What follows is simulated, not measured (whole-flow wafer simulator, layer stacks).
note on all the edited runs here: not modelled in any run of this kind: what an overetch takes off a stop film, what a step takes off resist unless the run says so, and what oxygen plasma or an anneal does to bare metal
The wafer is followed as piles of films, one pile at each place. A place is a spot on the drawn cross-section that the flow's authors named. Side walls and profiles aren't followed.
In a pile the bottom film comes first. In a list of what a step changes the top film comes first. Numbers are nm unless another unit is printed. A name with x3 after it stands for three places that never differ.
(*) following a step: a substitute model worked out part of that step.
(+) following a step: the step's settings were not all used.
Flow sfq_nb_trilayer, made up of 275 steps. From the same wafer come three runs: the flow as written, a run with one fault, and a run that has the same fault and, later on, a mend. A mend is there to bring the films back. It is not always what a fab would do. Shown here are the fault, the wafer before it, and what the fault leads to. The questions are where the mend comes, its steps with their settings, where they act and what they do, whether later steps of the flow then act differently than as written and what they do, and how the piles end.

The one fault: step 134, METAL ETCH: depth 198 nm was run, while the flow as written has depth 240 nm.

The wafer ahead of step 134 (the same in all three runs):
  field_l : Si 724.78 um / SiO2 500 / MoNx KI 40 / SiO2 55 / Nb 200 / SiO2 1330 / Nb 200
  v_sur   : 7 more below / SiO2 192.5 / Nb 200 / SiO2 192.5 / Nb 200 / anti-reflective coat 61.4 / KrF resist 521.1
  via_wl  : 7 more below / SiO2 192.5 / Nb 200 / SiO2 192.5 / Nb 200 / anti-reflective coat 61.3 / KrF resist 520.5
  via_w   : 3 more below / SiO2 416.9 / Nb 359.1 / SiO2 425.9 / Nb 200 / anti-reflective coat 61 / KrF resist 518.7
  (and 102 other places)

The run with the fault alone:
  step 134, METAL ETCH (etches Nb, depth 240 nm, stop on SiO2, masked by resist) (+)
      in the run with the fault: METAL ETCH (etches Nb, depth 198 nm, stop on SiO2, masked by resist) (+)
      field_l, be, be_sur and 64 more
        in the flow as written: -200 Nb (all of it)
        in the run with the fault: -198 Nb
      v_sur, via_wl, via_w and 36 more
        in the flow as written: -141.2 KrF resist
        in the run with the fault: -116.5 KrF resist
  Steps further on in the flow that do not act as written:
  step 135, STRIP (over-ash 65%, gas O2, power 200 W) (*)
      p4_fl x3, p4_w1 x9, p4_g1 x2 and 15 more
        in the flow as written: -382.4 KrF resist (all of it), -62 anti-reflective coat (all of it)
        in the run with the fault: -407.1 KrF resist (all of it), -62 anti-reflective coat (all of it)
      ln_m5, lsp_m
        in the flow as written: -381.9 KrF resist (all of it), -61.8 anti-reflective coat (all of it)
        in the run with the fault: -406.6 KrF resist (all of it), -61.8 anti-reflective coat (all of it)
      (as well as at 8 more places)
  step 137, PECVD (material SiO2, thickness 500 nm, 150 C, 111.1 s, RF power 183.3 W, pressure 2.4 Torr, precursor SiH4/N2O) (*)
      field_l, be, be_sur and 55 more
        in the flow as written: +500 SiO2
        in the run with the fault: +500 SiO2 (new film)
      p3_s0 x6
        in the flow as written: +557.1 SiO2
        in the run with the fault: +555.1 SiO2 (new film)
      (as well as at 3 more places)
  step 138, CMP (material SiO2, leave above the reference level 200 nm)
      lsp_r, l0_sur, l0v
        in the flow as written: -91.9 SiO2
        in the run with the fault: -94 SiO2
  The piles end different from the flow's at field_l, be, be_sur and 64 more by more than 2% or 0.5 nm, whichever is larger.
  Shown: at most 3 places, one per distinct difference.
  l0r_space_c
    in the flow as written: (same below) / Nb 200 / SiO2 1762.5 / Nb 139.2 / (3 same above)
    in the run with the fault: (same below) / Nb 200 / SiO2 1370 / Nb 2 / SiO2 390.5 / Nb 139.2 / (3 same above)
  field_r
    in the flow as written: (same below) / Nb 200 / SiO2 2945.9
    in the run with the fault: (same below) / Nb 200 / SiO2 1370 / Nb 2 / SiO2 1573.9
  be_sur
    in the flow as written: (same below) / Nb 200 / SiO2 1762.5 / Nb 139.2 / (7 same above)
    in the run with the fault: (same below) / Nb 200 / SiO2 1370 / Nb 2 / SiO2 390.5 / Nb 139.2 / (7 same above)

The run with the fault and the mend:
  After step 134 comes the mend.
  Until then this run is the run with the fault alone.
  step 134a, METAL ETCH (etches Nb, depth 42 nm, stop on SiO2, masked by resist) (+) (the flow's step 134 again, with other settings)
      field_l, be, be_sur and 64 more
        -2 Nb (all of it)
      v_sur, via_wl, via_w and 36 more
        -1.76 KrF resist
  Steps further on in the flow that do not act as written:
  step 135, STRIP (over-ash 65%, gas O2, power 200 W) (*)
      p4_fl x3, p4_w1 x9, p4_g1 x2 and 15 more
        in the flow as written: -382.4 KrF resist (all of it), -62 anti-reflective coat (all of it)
        in the run with the mend: -405.3 KrF resist (all of it), -62 anti-reflective coat (all of it)
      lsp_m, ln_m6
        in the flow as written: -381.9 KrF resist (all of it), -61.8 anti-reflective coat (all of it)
        in the run with the mend: -404.9 KrF resist (all of it), -61.8 anti-reflective coat (all of it)
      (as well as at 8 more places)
  By the end, the piles equal the flow's at every place that both follow.
